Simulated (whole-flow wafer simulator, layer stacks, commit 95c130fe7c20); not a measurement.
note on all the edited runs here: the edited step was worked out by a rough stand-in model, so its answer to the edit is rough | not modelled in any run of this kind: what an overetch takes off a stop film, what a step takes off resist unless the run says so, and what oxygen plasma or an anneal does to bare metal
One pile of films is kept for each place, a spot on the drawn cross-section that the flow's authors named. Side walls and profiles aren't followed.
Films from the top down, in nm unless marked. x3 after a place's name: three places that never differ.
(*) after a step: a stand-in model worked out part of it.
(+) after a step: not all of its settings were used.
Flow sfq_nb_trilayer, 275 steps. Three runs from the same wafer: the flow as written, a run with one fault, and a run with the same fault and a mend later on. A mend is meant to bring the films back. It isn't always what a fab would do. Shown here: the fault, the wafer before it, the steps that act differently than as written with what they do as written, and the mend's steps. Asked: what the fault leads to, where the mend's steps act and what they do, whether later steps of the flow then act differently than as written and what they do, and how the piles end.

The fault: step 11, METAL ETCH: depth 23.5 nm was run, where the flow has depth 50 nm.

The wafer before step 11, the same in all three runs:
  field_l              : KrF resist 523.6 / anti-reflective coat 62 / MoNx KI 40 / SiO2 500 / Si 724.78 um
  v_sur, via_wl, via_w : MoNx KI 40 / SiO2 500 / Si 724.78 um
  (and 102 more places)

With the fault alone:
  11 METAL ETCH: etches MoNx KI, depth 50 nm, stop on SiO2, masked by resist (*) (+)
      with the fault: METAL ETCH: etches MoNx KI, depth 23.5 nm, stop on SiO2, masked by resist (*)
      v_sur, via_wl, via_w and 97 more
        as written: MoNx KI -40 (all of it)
        with the fault: MoNx KI -23.5
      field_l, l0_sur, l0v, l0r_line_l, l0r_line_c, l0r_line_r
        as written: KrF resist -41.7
        with the fault: KrF resist -19.6
  Later steps of the flow that act differently than as written (8 more steps differ only slightly, by at most 2% or 0.5 nm, whichever is larger, and aren't shown):
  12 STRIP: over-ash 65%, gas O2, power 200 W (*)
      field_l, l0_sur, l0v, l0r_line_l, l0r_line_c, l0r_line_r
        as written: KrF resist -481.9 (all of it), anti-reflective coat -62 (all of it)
        with the fault: KrF resist -504 (all of it), anti-reflective coat -62 (all of it)
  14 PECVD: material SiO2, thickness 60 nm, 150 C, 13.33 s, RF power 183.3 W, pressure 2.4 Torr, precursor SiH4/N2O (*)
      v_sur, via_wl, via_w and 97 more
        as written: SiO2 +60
        with the fault: SiO2 +60 (new film)
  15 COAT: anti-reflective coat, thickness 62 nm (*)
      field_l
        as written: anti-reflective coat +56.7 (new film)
        with the fault: anti-reflective coat +58.7 (new film)
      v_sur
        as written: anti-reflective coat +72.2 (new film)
        with the fault: anti-reflective coat +68.1 (new film)
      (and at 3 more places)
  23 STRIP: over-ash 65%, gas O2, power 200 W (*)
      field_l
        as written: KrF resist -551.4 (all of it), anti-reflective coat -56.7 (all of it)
        with the fault: KrF resist -554.9 (all of it), anti-reflective coat -58.7 (all of it)
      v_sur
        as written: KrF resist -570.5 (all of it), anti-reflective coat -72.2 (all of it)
        with the fault: KrF resist -565.8 (all of it), anti-reflective coat -68.1 (all of it)
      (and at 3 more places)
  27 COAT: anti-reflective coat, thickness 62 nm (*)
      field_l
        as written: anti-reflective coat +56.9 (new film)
        with the fault: anti-reflective coat +58.8 (new film)
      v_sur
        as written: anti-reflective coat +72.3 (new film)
        with the fault: anti-reflective coat +68 (new film)
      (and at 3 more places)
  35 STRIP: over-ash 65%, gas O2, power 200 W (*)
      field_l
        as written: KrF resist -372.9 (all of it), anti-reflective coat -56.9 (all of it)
        with the fault: KrF resist -376.8 (all of it), anti-reflective coat -58.8 (all of it)
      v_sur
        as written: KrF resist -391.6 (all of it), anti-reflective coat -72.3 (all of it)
        with the fault: KrF resist -387.7 (all of it), anti-reflective coat -68 (all of it)
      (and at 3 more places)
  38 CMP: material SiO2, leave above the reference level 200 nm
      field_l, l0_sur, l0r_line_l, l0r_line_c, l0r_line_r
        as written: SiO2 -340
        with the fault: SiO2 -323.5
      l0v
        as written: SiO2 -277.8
        with the fault: SiO2 -261.3
  At the end the piles differ from the flow's by more than 2% or 0.5 nm, whichever is larger, at v_sur, via_wl, via_w and 97 more.
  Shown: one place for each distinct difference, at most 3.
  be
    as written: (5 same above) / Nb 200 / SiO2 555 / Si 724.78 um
    with the fault: (5 same above) / Nb 200 / SiO2 55 / MoNx KI 16.5 / SiO2 500 / Si 724.78 um
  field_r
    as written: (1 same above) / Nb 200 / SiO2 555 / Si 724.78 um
    with the fault: (1 same above) / Nb 200 / SiO2 55 / MoNx KI 16.5 / SiO2 500 / Si 724.78 um
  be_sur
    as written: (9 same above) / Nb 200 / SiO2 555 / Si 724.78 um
    with the fault: (9 same above) / Nb 200 / SiO2 55 / MoNx KI 16.5 / SiO2 500 / Si 724.78 um

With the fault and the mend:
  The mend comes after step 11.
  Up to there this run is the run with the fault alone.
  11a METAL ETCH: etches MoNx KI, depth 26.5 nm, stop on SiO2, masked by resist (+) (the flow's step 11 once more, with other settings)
      v_sur, via_wl, via_w and 97 more
        MoNx KI -16.5 (all of it)
      field_l, l0_sur, l0v, l0r_line_l, l0r_line_c, l0r_line_r
        KrF resist -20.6
  No later step of the flow acts differently than as written, at any place that is followed, by more than 2% or 0.5 nm, whichever is larger.
  At the end the piles are the same as the flow's at every place that both follow.
